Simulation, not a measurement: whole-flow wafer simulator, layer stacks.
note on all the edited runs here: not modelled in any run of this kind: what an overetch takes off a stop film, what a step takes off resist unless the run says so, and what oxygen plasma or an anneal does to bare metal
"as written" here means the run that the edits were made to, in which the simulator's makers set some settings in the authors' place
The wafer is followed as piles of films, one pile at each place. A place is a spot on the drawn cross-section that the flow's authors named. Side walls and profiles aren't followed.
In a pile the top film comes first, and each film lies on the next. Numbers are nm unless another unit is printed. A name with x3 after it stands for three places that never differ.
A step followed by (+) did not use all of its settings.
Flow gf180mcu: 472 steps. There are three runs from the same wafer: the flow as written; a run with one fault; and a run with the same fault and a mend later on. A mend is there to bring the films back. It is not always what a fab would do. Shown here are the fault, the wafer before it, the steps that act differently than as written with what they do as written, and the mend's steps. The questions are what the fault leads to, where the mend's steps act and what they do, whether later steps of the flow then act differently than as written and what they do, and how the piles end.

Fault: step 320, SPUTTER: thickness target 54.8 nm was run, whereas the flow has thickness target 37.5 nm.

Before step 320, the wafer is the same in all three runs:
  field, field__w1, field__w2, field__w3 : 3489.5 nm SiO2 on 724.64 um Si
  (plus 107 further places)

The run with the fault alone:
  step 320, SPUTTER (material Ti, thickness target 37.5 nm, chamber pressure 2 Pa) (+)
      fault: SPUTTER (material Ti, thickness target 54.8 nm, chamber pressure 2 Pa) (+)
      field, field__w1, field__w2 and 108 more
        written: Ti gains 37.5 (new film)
        fault: Ti gains 54.8 (new film)
  Later steps of the flow acting differently than as written:
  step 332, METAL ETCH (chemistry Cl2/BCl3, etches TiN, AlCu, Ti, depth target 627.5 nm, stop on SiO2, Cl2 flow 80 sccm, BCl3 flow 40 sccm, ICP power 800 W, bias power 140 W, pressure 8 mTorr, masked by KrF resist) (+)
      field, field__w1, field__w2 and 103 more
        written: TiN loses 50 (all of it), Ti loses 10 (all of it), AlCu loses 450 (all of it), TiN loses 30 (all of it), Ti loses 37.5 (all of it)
        fault: TiN loses 50 (all of it), Ti loses 10 (all of it), AlCu loses 450 (all of it), TiN loses 30 (all of it), Ti loses 54.8 (all of it)
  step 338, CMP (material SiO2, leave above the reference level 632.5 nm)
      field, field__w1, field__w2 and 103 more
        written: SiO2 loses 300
        fault: SiO2 loses 282.7
  The piles end different from the flow's at field__w8, contact, m1, m1__w1, m1_nw by more than 2% or 0.5 nm, whichever is larger.
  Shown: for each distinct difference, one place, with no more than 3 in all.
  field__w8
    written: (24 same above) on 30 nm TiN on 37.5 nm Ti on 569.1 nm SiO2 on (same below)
    fault: (24 same above) on 30 nm TiN on 54.8 nm Ti on 569.1 nm SiO2 on (same below)
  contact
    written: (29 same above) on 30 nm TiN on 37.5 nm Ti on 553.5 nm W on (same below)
    fault: (29 same above) on 30 nm TiN on 54.8 nm Ti on 553.5 nm W on (same below)

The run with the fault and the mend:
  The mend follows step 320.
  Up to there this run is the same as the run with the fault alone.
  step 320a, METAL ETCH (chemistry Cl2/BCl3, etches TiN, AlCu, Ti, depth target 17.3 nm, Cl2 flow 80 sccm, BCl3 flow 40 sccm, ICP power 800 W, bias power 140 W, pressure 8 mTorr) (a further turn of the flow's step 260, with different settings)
      field, field__w1, field__w2 and 108 more
        Ti loses 17.3
  Later steps of the flow that are run all act as written at every place that is followed.
  At every place that both follow, the piles at the end match the flow's.
